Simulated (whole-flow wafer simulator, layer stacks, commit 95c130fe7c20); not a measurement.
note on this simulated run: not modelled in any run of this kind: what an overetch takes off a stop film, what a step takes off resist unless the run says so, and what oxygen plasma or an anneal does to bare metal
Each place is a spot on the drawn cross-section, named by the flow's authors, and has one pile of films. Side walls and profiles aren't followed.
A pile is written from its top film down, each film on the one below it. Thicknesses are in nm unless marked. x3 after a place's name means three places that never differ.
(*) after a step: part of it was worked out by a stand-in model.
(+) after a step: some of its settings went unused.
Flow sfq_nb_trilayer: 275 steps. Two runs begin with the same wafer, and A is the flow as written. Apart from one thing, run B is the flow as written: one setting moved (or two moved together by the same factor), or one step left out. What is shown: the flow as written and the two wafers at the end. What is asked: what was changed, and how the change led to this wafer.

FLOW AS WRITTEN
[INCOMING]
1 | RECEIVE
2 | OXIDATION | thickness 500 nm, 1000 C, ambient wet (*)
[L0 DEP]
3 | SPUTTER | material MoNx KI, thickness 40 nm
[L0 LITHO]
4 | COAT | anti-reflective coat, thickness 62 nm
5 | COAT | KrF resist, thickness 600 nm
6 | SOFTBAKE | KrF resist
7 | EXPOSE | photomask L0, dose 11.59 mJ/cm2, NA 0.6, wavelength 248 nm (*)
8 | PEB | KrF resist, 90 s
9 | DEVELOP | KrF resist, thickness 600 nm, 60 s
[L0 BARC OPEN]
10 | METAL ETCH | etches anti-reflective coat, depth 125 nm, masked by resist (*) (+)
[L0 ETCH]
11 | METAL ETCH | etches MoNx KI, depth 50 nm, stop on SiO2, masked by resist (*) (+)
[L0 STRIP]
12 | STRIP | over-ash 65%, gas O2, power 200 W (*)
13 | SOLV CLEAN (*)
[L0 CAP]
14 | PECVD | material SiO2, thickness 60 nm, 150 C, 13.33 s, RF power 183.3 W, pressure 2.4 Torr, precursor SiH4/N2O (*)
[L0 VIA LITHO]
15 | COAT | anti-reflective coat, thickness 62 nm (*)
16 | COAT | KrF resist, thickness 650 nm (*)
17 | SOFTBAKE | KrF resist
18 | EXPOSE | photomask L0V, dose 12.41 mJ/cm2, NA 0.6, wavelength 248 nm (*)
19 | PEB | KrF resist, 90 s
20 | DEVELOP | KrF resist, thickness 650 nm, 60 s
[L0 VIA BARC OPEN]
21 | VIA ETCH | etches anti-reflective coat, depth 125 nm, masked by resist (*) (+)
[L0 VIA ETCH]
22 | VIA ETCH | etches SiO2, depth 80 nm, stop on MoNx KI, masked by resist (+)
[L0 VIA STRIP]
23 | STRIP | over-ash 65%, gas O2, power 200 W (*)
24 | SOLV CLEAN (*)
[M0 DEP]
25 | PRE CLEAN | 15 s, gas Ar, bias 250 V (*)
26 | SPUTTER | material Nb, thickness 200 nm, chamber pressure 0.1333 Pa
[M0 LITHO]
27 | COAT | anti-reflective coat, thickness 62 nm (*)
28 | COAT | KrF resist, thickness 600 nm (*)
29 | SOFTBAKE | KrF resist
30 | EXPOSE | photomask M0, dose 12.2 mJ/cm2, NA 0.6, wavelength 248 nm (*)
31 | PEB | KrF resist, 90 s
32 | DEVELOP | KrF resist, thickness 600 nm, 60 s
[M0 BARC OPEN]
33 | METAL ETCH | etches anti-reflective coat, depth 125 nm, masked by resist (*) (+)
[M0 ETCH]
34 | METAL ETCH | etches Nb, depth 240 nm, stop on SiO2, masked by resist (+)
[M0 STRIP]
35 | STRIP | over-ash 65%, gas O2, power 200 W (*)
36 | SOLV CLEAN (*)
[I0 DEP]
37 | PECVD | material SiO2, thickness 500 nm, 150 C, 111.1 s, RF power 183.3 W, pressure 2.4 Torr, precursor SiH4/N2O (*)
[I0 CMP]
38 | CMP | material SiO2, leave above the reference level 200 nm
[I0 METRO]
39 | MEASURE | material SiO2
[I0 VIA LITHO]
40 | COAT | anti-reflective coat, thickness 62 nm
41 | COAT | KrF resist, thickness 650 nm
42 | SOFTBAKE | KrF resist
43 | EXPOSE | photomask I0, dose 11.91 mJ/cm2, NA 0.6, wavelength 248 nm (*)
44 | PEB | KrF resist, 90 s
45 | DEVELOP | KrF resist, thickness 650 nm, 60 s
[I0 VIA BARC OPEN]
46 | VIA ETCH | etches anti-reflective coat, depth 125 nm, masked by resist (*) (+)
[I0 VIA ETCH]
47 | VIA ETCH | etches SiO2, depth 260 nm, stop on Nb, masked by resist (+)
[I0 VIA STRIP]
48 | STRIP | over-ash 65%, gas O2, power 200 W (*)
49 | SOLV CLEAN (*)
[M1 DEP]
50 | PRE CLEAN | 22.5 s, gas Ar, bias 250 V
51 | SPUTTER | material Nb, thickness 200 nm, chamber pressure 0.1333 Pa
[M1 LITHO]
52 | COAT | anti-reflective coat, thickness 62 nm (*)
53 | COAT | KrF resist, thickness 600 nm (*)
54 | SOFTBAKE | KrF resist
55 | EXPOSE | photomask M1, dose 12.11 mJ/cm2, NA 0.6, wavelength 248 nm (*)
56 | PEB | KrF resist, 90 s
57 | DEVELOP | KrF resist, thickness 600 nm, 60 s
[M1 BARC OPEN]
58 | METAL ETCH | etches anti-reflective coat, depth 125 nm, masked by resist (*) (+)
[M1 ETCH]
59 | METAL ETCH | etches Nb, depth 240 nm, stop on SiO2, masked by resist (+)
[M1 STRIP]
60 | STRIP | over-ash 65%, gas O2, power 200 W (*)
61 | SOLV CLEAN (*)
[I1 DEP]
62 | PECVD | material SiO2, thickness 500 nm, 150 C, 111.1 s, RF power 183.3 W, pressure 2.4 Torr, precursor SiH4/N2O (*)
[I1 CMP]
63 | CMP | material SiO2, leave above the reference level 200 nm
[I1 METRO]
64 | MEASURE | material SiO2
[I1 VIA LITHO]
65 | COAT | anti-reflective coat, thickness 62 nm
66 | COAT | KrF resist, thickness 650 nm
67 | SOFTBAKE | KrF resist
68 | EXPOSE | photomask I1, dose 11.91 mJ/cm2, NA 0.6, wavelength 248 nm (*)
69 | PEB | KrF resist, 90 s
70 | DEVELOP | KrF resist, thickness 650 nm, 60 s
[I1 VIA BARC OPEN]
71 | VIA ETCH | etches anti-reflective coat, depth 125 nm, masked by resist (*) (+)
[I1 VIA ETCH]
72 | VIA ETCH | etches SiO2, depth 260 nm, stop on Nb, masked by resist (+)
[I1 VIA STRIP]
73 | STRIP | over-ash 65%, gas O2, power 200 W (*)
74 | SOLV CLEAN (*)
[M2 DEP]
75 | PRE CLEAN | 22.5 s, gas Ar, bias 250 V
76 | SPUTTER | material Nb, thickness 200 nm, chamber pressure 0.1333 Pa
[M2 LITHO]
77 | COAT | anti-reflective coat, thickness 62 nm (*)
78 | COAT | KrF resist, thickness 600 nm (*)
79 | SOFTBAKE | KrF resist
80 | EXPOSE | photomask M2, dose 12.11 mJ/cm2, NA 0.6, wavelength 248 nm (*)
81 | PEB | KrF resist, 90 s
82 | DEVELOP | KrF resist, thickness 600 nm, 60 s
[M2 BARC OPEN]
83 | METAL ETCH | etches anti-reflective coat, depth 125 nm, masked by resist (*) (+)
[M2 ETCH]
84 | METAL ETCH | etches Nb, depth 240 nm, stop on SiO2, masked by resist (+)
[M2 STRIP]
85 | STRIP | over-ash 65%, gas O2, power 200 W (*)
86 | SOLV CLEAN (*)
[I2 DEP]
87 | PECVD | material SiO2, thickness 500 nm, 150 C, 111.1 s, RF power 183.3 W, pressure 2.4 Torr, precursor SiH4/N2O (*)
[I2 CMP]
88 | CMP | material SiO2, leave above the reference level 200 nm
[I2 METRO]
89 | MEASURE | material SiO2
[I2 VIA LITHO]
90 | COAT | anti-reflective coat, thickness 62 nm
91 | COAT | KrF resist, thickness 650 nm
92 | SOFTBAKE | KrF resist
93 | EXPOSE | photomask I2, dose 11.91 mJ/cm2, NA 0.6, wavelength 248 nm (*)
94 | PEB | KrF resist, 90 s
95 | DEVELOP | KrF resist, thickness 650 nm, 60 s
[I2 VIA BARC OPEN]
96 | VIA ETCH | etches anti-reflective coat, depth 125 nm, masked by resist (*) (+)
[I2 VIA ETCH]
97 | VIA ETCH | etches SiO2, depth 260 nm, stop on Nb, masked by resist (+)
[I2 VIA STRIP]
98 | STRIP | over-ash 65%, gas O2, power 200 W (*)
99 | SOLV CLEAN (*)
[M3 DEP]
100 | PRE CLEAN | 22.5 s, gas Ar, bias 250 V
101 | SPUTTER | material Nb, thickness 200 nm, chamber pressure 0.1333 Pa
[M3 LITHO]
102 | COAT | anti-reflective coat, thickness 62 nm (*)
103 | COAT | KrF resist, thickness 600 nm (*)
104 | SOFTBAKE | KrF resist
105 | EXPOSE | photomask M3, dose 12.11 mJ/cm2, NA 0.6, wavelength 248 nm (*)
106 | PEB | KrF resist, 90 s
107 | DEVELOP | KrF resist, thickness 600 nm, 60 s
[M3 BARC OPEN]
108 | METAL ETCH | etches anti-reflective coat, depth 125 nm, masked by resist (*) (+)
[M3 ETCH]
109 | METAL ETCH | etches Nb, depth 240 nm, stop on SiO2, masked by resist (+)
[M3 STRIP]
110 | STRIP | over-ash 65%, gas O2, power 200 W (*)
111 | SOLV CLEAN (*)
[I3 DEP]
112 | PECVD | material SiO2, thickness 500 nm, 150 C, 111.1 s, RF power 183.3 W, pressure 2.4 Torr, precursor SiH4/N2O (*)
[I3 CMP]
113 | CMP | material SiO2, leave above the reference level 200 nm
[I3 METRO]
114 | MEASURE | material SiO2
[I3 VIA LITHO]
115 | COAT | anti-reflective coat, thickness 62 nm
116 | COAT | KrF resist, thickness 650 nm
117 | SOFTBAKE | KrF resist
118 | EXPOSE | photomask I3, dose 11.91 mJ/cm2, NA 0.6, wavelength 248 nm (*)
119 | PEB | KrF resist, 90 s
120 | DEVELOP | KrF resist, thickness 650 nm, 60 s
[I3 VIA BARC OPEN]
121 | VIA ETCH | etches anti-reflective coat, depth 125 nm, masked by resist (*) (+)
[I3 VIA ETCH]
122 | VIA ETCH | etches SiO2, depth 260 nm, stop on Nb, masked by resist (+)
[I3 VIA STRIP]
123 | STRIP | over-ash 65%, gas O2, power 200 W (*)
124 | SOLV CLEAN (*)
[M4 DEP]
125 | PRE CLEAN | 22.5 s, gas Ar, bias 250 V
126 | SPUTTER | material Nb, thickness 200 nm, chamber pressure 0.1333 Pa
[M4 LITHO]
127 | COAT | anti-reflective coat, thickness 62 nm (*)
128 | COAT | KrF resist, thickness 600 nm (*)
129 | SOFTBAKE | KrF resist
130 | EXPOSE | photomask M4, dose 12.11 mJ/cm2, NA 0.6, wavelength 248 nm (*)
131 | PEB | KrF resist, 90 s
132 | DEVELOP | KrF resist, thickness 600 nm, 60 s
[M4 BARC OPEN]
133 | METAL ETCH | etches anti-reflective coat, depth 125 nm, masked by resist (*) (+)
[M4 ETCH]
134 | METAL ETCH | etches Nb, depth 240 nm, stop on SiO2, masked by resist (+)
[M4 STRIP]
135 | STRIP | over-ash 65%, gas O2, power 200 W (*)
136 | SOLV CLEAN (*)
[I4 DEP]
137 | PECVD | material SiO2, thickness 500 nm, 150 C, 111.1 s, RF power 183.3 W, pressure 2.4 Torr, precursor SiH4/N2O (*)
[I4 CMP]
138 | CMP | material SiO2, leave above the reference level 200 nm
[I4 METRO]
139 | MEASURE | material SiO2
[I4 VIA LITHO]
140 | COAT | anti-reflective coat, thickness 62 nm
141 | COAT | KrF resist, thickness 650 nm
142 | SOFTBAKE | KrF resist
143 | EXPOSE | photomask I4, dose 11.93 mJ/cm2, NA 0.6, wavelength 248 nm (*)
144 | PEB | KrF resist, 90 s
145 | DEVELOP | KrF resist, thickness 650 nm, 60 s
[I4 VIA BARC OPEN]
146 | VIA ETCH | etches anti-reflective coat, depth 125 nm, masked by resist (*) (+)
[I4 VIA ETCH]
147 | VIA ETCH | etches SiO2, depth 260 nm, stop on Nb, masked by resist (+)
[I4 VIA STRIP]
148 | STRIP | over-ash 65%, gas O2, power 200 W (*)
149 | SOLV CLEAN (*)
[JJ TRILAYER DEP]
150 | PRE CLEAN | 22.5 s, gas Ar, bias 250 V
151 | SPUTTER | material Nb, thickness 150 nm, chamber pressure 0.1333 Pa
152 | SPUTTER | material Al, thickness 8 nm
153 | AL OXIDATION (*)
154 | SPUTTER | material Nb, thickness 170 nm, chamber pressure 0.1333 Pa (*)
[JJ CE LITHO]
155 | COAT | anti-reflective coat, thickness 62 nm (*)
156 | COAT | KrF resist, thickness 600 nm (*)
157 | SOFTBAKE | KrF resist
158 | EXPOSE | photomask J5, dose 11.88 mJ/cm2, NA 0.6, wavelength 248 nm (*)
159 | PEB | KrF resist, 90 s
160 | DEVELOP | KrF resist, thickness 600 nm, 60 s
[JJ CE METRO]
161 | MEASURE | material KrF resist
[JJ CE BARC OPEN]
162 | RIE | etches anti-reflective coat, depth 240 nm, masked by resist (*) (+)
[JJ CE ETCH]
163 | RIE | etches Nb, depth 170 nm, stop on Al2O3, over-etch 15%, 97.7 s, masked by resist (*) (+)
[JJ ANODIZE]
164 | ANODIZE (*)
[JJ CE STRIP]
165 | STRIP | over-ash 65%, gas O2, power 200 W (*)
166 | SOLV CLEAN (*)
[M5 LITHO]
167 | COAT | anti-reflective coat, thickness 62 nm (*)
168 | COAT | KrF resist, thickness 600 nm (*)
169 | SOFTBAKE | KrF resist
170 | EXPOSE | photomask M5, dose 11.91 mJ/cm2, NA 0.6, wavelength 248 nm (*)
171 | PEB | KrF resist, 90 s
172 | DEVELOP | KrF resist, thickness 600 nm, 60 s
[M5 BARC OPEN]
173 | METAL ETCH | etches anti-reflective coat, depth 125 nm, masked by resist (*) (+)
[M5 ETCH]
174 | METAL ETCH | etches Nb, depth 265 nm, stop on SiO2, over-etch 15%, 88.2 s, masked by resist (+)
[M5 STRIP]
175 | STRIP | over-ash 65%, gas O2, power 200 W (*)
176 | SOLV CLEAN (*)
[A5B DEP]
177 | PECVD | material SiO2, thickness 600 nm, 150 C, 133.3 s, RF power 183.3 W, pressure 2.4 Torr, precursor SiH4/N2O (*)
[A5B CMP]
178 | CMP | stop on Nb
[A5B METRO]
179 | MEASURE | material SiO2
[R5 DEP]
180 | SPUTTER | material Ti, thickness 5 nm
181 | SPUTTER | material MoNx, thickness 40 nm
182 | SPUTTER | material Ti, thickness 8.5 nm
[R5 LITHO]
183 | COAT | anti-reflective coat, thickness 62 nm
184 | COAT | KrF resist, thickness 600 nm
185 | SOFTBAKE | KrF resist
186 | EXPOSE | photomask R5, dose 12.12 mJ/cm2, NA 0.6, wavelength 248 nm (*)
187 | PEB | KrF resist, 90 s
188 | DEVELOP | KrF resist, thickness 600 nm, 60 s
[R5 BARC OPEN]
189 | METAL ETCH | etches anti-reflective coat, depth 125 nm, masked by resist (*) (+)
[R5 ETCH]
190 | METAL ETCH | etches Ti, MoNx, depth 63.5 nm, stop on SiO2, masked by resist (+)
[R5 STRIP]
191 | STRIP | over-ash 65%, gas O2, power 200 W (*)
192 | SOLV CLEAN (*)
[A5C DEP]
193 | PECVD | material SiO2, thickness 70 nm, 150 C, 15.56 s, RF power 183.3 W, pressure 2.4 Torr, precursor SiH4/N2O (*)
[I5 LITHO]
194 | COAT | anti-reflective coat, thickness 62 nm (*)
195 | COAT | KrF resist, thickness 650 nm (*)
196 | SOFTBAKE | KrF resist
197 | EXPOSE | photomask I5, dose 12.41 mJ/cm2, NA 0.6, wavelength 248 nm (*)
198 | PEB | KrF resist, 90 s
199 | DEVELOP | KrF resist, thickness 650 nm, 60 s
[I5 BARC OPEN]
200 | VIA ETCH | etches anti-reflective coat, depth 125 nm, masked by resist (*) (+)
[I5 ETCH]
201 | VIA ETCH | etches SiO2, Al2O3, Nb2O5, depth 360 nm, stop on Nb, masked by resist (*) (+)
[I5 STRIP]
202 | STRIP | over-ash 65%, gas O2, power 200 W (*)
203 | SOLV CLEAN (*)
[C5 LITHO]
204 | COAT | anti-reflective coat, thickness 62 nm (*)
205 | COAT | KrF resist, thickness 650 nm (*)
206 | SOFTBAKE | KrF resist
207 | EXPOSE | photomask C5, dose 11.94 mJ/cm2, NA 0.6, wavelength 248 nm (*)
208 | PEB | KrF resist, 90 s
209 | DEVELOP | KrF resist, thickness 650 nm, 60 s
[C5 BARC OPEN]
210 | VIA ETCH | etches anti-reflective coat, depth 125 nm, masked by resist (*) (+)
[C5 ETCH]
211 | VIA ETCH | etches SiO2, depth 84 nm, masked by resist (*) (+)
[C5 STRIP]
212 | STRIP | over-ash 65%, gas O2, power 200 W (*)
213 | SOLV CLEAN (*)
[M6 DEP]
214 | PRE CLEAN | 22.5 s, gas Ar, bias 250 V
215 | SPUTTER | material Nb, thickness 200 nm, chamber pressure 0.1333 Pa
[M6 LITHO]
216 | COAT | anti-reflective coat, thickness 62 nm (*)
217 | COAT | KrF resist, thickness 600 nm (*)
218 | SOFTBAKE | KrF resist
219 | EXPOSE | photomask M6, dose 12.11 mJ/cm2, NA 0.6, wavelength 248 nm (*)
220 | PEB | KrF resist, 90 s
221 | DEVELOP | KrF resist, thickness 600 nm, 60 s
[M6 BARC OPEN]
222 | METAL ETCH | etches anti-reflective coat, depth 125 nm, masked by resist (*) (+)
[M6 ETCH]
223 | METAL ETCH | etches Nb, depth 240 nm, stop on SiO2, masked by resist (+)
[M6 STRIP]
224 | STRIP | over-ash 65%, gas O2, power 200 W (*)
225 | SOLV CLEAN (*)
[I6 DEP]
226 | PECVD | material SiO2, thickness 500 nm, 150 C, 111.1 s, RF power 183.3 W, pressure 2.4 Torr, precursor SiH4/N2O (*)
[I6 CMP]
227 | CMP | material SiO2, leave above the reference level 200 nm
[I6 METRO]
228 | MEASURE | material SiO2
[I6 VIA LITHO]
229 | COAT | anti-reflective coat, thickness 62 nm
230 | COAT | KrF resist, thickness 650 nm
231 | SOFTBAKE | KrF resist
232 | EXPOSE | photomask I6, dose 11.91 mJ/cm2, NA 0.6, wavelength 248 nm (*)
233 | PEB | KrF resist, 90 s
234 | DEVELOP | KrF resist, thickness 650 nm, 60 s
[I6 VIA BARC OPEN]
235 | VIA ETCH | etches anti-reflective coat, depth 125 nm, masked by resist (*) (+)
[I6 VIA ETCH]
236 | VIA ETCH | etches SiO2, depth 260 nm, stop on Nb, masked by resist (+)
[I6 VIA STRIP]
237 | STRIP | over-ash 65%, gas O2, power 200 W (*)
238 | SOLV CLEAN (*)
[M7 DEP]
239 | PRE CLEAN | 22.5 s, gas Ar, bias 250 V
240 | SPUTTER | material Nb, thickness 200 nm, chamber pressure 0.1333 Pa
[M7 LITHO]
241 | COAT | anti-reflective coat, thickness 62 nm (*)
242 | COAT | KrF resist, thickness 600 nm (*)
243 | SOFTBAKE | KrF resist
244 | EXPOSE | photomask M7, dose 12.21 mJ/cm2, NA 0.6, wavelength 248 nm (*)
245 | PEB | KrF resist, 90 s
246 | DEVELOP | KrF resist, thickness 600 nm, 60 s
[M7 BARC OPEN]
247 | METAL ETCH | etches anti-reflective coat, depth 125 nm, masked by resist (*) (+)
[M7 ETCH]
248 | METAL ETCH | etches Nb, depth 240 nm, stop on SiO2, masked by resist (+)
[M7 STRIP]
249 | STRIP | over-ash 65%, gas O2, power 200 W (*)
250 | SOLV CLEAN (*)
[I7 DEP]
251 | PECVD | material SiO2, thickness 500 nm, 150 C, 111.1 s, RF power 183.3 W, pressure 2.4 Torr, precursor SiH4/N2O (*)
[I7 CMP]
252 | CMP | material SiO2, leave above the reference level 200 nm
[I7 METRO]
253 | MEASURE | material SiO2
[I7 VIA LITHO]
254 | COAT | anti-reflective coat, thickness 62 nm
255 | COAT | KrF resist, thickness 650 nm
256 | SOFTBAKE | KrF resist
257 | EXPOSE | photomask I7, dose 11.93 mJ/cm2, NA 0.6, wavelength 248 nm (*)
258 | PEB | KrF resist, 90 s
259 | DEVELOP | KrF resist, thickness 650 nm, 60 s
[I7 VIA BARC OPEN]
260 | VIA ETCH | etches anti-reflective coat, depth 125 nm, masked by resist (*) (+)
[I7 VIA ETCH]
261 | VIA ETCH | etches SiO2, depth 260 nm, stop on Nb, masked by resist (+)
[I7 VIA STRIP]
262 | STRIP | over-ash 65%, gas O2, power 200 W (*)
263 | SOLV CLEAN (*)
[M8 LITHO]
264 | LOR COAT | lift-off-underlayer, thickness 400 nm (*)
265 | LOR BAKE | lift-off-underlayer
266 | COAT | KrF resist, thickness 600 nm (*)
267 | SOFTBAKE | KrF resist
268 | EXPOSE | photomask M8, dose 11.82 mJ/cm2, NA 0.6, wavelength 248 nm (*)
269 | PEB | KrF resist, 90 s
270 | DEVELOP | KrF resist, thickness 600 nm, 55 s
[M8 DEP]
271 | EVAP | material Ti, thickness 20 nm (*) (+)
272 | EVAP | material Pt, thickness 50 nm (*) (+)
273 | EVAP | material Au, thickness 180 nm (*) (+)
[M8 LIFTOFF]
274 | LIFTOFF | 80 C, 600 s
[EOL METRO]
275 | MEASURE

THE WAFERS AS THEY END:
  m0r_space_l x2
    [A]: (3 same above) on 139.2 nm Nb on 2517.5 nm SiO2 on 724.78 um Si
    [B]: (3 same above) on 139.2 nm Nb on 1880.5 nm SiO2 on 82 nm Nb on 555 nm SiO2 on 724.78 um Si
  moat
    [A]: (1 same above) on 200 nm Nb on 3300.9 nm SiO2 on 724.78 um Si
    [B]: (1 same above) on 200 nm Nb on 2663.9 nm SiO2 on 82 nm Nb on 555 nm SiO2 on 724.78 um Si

The reason: step 34, METAL ETCH: depth 118 nm was run, though the flow has depth 240 nm.

The path from the change to this, step by step:
  34 | METAL ETCH | etches Nb, depth 240 nm, stop on SiO2, masked by resist (+)
      moat, m0r_space_l x2: A -200 Nb (all of it) | B -118 Nb
      field_l, v_sur, via_wl and 100 more: A -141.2 KrF resist | B -69.4 KrF resist
  35 | STRIP | over-ash 65%, gas O2, power 200 W (*)
      p4_fl, p4_fm, p4_w1 and 68 more: A -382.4 KrF resist (all of it), -62 anti-reflective coat (all of it) | B -454.1 KrF resist (all of it), -62 anti-reflective coat (all of it)
      c5j, ce_r, sp_r, be_r, r_sur, res: A -389 KrF resist (all of it), -63.6 anti-reflective coat (all of it) | B -460.8 KrF resist (all of it), -63.6 anti-reflective coat (all of it)
      (as well as at 26 more places)
  37 | PECVD | material SiO2, thickness 500 nm, 150 C, 111.1 s, RF power 183.3 W, pressure 2.4 Torr, precursor SiH4/N2O (*)
      moat, m0r_space_l x2: A +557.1 SiO2 | B +500 SiO2 (new film)
  38 | CMP | material SiO2, leave above the reference level 200 nm
      moat, m0r_space_l x2: A -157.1 SiO2 | B -182 SiO2
With metal films that touch counted as one body, m0r_space_l x2 has 2 bodies (between them, from the top down: SiO2 1880.5); the flow as written gives 1 body.
With metal films that touch counted as one body, moat has 2 bodies (between them, from the top down: SiO2 2663.9); the flow as written gives 1 body.
